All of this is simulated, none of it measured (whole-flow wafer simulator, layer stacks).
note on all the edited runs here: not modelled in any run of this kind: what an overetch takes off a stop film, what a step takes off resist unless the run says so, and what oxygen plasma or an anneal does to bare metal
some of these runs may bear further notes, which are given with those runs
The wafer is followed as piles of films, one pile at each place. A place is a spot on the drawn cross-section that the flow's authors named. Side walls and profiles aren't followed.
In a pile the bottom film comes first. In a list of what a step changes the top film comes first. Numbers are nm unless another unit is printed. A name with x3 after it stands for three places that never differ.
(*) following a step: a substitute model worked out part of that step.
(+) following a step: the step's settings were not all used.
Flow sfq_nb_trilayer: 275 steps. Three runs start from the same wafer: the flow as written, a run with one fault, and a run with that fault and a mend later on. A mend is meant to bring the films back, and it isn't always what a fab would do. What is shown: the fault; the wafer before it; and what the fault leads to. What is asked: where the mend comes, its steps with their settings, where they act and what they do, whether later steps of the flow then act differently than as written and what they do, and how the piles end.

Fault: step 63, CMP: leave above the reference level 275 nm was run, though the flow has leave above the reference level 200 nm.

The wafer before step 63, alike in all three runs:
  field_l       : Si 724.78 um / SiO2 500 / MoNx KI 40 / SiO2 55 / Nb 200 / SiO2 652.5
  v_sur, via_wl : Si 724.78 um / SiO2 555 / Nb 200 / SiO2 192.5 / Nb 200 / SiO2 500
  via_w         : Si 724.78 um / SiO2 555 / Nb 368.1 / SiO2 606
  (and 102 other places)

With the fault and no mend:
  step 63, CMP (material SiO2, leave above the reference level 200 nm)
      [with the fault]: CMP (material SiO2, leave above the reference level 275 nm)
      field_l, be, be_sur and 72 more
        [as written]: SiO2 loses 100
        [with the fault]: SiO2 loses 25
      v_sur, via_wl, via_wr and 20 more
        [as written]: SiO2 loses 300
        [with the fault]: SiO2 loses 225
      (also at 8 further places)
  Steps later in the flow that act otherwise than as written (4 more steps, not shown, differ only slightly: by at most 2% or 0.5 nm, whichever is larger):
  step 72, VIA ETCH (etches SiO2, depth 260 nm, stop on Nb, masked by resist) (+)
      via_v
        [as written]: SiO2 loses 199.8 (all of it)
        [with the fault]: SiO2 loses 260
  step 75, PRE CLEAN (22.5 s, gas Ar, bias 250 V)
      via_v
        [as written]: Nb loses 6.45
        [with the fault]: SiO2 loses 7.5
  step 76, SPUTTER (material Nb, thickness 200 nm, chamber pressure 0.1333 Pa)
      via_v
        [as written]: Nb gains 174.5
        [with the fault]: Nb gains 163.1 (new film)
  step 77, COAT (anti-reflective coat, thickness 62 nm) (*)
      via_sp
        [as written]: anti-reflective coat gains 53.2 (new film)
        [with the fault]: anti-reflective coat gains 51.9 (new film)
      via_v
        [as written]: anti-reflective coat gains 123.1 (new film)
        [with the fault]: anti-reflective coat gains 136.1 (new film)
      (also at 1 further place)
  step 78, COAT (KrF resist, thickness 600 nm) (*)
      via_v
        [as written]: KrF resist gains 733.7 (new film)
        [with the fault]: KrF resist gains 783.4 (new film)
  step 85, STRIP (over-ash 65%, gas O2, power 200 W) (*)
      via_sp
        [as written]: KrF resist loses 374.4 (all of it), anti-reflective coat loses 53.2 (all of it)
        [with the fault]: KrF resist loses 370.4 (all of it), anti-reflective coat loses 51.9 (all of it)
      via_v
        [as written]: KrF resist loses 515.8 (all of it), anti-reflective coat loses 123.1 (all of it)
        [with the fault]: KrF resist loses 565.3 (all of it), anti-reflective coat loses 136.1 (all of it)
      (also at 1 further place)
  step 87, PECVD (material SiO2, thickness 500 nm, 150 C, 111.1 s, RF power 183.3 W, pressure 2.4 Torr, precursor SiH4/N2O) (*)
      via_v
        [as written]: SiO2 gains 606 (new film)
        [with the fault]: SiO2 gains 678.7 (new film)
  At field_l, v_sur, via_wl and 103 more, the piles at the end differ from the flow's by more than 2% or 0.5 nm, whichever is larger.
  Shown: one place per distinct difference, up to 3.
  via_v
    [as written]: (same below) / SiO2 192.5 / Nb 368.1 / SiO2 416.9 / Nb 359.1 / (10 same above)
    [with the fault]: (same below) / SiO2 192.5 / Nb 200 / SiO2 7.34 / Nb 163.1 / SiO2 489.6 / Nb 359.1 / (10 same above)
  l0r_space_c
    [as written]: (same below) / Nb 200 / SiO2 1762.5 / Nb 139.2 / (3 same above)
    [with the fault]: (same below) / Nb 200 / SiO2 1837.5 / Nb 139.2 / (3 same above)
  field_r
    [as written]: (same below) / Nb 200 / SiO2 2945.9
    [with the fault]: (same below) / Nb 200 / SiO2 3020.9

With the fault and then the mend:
  After step 64 comes the mend.
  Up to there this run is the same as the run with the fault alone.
  step 64a, CMP (material SiO2, leave above the reference level 200 nm) (a further turn of the flow's step 63)
      field_l, v_sur, via_wl and 103 more
        SiO2 loses 75
  Every later step of the flow that is run acts as written at every place that is followed.
  At every place that both follow, the piles at the end match the flow's.
